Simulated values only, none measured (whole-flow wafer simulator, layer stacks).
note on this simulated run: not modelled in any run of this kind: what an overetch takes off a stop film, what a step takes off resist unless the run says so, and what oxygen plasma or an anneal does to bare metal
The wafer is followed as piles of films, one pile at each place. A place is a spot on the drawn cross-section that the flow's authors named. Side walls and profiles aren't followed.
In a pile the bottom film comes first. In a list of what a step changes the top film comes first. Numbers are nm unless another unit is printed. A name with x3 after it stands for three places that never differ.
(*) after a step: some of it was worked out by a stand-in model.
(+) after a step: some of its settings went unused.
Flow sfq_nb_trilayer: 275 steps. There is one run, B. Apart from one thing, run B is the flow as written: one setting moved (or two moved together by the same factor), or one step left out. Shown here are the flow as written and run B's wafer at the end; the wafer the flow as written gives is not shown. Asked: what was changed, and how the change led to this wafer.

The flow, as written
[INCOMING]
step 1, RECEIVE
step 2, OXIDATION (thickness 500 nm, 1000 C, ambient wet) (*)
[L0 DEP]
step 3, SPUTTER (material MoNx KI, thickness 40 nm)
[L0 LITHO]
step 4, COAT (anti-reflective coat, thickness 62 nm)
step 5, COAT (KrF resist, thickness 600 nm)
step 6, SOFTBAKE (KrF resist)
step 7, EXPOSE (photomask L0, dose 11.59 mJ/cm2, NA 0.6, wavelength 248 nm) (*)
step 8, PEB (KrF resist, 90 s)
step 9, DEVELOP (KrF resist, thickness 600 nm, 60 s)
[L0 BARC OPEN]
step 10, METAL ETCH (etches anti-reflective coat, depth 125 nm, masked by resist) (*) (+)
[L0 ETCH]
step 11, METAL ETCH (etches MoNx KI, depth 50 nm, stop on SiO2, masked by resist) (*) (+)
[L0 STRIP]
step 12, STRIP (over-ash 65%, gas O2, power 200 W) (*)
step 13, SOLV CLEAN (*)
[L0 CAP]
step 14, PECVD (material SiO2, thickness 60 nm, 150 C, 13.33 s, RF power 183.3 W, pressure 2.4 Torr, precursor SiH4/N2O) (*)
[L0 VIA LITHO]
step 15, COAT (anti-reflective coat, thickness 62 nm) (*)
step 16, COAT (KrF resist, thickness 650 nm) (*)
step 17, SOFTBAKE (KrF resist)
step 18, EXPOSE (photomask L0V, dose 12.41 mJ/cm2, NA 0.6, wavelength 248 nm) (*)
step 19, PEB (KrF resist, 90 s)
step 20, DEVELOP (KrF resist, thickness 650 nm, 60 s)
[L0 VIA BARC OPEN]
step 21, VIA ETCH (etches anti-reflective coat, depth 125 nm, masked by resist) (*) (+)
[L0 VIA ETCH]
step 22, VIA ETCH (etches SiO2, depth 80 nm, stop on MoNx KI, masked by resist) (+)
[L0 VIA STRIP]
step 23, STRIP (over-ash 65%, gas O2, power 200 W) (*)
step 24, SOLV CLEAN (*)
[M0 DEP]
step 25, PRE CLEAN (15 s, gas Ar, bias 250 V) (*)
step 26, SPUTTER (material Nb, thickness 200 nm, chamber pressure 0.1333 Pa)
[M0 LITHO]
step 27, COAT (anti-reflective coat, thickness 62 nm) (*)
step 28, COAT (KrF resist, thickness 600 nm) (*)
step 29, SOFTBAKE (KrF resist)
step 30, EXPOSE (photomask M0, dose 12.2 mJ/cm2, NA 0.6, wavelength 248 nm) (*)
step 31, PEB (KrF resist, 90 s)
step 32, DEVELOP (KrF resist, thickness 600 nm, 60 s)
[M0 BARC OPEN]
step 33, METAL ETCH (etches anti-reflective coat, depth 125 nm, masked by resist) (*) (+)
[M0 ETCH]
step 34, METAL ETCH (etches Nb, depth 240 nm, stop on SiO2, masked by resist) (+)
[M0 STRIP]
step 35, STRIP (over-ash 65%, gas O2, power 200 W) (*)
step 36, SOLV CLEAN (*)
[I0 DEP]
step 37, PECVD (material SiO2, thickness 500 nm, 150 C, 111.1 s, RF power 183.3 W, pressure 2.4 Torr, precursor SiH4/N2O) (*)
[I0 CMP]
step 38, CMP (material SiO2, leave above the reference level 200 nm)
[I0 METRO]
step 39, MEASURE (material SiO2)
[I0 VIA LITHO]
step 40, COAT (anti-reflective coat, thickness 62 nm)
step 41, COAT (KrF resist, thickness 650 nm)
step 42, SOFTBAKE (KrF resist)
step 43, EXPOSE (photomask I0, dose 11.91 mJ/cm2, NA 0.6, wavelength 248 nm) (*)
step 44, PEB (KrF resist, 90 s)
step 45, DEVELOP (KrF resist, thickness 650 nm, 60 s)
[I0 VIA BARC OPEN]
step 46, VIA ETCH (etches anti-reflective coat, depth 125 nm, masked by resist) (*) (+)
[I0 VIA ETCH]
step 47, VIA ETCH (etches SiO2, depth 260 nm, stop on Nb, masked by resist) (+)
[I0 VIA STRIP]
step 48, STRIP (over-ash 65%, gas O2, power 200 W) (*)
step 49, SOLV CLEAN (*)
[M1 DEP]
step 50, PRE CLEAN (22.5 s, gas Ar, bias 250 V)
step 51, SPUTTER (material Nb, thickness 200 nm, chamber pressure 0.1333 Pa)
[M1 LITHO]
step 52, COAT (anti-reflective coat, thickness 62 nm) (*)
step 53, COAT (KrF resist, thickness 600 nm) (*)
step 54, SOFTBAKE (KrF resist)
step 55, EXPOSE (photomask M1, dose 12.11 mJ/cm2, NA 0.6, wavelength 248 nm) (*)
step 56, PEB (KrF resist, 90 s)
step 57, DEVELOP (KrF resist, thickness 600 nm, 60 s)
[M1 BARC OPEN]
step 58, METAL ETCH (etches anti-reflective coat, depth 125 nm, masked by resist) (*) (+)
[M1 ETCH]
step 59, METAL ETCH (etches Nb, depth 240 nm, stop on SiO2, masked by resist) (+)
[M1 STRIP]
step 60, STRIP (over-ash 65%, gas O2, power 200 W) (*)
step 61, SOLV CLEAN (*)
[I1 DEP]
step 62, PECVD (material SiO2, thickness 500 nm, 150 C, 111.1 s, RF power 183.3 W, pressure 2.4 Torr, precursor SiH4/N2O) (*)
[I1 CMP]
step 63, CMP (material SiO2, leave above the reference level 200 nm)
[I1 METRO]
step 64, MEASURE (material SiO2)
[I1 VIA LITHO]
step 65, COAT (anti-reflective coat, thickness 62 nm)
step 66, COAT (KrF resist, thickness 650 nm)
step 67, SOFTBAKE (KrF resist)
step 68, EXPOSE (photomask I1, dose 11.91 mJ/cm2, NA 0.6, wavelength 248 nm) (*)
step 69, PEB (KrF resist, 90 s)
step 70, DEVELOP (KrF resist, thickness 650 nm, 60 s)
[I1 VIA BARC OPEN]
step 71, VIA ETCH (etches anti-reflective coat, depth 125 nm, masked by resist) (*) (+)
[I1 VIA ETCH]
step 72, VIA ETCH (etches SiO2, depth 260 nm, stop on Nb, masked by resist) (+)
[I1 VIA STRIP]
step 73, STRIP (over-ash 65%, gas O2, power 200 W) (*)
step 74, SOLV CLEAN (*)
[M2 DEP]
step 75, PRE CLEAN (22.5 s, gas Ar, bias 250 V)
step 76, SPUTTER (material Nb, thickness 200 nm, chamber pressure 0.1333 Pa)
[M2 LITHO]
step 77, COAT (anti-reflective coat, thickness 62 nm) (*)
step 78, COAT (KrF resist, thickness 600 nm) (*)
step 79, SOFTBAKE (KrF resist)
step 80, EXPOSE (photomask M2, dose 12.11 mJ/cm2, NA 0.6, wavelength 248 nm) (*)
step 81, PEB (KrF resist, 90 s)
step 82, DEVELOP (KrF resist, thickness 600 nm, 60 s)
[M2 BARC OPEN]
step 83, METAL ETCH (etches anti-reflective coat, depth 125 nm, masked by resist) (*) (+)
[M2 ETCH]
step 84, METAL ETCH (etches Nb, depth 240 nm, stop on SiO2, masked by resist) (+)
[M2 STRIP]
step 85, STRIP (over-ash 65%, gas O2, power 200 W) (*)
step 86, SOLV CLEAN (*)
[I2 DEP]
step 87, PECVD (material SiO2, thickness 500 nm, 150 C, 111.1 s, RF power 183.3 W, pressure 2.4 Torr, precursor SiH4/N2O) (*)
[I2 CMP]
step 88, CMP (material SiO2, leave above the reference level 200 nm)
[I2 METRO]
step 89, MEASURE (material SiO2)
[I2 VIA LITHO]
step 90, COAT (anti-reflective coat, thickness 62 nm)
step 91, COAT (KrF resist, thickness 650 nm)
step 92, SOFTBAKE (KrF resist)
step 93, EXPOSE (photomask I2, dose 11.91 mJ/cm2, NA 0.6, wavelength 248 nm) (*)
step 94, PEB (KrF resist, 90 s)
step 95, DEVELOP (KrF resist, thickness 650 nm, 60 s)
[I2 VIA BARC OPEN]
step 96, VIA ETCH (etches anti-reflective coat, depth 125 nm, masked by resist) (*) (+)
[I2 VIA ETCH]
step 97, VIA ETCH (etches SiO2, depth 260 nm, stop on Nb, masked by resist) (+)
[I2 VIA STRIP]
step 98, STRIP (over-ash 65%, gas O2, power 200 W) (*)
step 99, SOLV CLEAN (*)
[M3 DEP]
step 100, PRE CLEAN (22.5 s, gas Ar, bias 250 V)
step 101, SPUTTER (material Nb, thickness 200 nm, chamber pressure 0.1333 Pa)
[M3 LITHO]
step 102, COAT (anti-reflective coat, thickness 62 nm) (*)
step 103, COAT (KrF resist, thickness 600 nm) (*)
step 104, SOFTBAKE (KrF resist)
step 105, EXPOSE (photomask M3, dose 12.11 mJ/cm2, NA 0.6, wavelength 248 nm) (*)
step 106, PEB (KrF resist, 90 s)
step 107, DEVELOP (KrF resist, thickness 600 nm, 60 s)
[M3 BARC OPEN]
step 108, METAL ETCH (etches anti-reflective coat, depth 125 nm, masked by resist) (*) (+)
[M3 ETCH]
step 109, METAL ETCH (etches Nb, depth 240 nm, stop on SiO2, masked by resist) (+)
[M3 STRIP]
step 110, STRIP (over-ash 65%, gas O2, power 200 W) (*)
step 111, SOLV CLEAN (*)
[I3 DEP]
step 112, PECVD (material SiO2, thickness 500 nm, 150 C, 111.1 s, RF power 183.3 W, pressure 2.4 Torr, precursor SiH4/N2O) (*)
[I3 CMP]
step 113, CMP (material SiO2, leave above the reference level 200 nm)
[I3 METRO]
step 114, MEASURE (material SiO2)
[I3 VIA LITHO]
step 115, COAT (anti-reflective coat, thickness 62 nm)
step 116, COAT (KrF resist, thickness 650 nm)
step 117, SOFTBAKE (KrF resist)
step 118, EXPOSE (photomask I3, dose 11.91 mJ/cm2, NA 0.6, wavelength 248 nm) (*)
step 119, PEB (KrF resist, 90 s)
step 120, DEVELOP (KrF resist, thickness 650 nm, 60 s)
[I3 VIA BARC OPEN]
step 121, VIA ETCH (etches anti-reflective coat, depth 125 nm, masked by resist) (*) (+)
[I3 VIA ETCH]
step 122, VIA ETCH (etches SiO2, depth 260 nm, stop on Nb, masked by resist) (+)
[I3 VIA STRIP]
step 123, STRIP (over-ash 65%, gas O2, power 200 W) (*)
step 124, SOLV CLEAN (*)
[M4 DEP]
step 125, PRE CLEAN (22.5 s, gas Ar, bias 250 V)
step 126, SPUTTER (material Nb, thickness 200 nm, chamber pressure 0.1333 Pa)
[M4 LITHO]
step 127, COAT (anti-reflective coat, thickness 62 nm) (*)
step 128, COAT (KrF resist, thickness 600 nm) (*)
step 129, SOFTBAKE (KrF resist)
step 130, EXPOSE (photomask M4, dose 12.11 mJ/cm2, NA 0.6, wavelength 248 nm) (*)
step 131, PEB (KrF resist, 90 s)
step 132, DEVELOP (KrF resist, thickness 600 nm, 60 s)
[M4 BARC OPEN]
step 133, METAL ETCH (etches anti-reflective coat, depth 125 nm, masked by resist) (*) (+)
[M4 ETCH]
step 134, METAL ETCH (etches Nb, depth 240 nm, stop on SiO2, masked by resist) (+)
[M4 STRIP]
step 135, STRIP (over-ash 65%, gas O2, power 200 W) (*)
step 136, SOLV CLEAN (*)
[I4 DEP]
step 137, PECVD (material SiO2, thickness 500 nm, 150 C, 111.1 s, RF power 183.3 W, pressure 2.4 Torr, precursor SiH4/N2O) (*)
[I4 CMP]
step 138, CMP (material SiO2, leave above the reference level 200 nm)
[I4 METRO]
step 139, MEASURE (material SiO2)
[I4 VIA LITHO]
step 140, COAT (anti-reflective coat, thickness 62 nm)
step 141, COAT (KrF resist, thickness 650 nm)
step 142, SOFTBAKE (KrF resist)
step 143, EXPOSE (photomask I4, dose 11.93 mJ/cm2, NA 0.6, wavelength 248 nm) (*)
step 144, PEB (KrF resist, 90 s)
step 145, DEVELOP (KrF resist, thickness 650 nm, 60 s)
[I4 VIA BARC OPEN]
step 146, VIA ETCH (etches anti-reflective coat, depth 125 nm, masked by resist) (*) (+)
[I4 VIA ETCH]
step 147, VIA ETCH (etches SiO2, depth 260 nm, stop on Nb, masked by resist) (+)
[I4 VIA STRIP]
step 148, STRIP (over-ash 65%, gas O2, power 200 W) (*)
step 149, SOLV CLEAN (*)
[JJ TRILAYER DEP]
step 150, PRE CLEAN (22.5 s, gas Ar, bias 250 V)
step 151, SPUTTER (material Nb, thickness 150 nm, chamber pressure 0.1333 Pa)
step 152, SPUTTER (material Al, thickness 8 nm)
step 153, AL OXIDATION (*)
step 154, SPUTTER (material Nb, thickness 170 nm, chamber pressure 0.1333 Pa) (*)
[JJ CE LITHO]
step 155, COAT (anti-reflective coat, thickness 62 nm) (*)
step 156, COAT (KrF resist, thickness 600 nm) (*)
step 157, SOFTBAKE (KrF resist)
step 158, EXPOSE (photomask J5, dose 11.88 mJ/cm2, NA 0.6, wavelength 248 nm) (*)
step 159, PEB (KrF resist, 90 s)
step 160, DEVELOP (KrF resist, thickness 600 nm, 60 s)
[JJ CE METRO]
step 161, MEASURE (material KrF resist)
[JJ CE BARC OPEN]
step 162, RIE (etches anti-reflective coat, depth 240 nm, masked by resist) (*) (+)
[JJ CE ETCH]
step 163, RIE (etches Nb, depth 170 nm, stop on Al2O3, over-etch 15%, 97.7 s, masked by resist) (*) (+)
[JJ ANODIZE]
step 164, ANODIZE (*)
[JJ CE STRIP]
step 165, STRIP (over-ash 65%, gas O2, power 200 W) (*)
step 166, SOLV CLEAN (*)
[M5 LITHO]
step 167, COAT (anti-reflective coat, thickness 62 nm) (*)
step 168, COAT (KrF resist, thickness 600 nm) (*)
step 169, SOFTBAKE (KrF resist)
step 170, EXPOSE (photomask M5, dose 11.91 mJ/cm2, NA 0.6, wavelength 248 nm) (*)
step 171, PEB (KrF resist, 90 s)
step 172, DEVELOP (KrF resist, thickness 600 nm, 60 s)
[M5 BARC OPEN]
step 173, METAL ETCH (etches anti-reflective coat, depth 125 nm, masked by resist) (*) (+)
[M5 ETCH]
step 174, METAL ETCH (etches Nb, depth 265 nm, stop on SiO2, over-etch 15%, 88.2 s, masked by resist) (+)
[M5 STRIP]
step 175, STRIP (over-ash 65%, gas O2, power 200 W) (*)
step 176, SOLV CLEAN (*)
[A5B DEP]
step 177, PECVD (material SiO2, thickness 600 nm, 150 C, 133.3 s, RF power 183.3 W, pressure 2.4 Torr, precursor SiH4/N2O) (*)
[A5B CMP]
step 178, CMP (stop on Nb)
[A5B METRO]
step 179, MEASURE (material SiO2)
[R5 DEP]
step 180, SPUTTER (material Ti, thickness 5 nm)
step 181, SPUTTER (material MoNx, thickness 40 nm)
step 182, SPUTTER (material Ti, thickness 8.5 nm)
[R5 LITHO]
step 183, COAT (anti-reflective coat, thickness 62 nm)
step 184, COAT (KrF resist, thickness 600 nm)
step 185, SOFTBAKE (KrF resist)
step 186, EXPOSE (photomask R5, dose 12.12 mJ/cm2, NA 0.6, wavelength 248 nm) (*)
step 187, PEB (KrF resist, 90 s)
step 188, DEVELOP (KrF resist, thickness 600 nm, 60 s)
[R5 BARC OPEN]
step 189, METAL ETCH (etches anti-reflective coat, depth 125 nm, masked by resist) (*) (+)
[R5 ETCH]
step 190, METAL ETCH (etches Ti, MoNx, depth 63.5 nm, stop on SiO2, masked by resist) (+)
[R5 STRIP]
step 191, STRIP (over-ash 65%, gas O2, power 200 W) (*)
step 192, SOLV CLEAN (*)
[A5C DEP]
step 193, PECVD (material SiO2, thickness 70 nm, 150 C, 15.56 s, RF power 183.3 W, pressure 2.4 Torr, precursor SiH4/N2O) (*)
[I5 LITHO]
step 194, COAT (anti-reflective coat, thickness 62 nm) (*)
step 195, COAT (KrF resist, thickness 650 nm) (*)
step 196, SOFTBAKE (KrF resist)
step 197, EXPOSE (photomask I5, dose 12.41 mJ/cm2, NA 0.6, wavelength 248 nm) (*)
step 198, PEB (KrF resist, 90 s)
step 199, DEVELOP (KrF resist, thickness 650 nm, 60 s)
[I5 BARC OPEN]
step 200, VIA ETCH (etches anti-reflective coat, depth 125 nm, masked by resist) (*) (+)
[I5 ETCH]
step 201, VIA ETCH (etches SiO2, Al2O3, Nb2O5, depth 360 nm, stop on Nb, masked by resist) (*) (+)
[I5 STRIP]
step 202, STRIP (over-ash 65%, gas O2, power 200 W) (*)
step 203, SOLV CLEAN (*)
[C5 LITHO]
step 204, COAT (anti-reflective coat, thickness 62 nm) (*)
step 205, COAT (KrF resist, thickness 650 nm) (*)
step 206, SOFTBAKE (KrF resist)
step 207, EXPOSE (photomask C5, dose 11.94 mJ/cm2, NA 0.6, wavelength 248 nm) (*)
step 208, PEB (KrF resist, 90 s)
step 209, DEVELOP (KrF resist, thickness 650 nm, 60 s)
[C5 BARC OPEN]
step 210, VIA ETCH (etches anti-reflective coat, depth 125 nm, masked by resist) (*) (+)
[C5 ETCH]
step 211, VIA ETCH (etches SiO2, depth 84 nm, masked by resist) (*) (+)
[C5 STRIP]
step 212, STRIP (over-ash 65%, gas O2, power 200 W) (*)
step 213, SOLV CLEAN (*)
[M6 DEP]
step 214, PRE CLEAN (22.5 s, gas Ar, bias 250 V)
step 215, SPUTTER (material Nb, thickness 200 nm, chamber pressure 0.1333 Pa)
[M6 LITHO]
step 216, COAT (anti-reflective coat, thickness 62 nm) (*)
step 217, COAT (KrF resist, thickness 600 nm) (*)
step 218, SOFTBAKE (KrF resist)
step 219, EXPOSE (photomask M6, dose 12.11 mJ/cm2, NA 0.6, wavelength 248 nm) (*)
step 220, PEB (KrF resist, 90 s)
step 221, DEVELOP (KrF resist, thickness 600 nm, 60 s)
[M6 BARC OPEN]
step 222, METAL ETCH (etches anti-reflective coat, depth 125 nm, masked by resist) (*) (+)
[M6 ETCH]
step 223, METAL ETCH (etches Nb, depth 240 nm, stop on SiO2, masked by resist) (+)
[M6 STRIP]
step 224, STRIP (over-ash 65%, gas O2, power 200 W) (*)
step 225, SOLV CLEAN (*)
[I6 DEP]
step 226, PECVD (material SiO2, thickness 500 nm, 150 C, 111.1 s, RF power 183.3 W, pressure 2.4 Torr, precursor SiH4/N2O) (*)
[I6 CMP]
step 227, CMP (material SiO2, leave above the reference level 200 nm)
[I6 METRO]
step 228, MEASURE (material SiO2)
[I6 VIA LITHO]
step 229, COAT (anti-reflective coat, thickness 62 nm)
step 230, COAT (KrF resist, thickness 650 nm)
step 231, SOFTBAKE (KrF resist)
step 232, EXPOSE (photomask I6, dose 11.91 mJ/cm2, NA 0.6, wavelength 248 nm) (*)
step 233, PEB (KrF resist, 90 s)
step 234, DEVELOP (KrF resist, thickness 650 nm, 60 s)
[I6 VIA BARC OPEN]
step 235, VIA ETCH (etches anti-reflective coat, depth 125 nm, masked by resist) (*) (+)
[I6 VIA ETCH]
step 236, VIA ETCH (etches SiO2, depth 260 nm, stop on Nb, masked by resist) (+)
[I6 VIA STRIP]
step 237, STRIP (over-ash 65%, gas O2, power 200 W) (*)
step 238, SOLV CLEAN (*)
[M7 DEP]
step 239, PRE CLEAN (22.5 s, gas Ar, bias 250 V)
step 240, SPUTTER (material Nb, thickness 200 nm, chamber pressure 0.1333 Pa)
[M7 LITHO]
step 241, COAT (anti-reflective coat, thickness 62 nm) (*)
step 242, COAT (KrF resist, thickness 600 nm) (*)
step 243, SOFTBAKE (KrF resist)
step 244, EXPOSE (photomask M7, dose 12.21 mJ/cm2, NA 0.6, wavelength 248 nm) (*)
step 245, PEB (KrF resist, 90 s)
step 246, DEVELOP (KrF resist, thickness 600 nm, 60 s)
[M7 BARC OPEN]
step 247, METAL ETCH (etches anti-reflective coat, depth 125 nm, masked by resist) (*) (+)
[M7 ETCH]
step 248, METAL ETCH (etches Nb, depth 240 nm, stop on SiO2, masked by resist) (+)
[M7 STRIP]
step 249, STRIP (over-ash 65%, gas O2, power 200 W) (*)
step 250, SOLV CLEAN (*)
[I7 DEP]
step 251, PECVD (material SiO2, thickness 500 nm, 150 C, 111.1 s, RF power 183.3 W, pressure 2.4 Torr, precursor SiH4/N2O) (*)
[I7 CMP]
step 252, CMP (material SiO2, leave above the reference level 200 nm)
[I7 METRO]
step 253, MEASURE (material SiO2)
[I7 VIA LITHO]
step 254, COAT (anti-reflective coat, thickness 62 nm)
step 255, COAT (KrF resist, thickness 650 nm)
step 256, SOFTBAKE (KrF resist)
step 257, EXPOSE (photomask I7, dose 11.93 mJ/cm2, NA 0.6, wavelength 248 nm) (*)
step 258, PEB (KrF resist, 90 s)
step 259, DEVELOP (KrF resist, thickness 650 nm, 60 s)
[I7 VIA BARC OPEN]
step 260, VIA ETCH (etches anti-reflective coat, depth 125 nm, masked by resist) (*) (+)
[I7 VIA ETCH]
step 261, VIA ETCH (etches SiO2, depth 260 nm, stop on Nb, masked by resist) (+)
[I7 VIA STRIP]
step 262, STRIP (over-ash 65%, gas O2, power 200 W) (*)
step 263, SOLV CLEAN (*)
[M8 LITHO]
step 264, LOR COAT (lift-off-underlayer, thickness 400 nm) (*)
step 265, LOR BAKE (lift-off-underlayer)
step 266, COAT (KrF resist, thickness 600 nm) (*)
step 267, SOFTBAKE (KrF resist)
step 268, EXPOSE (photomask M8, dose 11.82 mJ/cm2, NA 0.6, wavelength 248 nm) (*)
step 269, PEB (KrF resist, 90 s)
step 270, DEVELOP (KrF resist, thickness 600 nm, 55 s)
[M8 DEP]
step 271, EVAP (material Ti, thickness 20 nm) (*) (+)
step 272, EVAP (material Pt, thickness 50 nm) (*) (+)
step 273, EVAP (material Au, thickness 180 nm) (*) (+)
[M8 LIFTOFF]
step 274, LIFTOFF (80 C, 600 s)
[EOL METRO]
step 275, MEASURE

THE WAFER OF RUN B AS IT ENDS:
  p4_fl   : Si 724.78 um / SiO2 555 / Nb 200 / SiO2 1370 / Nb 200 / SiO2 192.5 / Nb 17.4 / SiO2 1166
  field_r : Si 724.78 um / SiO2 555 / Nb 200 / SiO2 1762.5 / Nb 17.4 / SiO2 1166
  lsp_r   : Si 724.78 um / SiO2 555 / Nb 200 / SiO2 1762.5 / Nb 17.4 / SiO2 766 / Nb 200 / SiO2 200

What caused this: step 174, METAL ETCH: depth 143 nm was run, while the flow as written has depth 265 nm; step 174, METAL ETCH: 47.6 s was run, where the flow has 88.2 s.

The path from the change to this, step by step:
  step 174, METAL ETCH (etches Nb, depth 265 nm, stop on SiO2, over-etch 15%, 88.2 s, masked by resist) (+)
      field_l, r_sur, res and 50 more: Al2O3 loses 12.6 (all of it), Nb2O5 loses 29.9 (all of it), Nb loses 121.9 (it would be, as written: Al2O3 loses 12.6 (all of it), Nb2O5 loses 29.9 (all of it), Nb loses 139.2 (all of it), SiO2 loses 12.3)
      v_sur, via_wl, via_w and 50 more: KrF resist loses 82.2 (it would be, as written: KrF resist loses 152.4)
  step 175, STRIP (over-ash 65%, gas O2, power 200 W) (*)
      l0r_line_l, l0r_line_c, l0r_space_c and 27 more: KrF resist loses 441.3 (all of it), anti-reflective coat loses 62 (all of it) (it would be, as written: KrF resist loses 371.2 (all of it), anti-reflective coat loses 62 (all of it))
      v_sur: KrF resist loses 419.3 (all of it), anti-reflective coat loses 44.9 (all of it) (it would be, as written: KrF resist loses 349.2 (all of it), anti-reflective coat loses 44.9 (all of it))
      (as well as at 22 more places)
  step 177, PECVD (material SiO2, thickness 600 nm, 150 C, 133.3 s, RF power 183.3 W, pressure 2.4 Torr, precursor SiH4/N2O) (*)
      field_l, p4_fl, p4_fm and 39 more: SiO2 gains 600 (new film) (it would be, as written: SiO2 gains 600)
      r_sur, res, r_end, moat, field_r, lsp_l: SiO2 gains 600 (new film) (it would be, as written: SiO2 gains 592.9)
      (as well as at 5 more places)
  step 178, CMP (stop on Nb)
      field_l, p4_fl, p4_fm and 39 more: SiO2 loses 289 (it would be, as written: SiO2 loses 259.3)
      r_sur, res, r_end, moat, field_r, lsp_l: SiO2 loses 289 (it would be, as written: SiO2 loses 252.3)
      (as well as at 5 more places)
Taking metal films that touch as one body, p4_fl has 3 bodies (between them, from the top down: SiO2 192.5; SiO2 1370); the flow as written gives 2 bodies (between them, from the top down: SiO2 1370).
Taking metal films that touch as one body, field_r has 2 bodies (between them, from the top down: SiO2 1762.5); the flow as written gives 1 body.
Taking metal films that touch as one body, lsp_r has 3 bodies (between them, from the top down: SiO2 766; SiO2 1762.5); the flow as written gives 2 bodies (between them, from the top down: SiO2 2545.9).
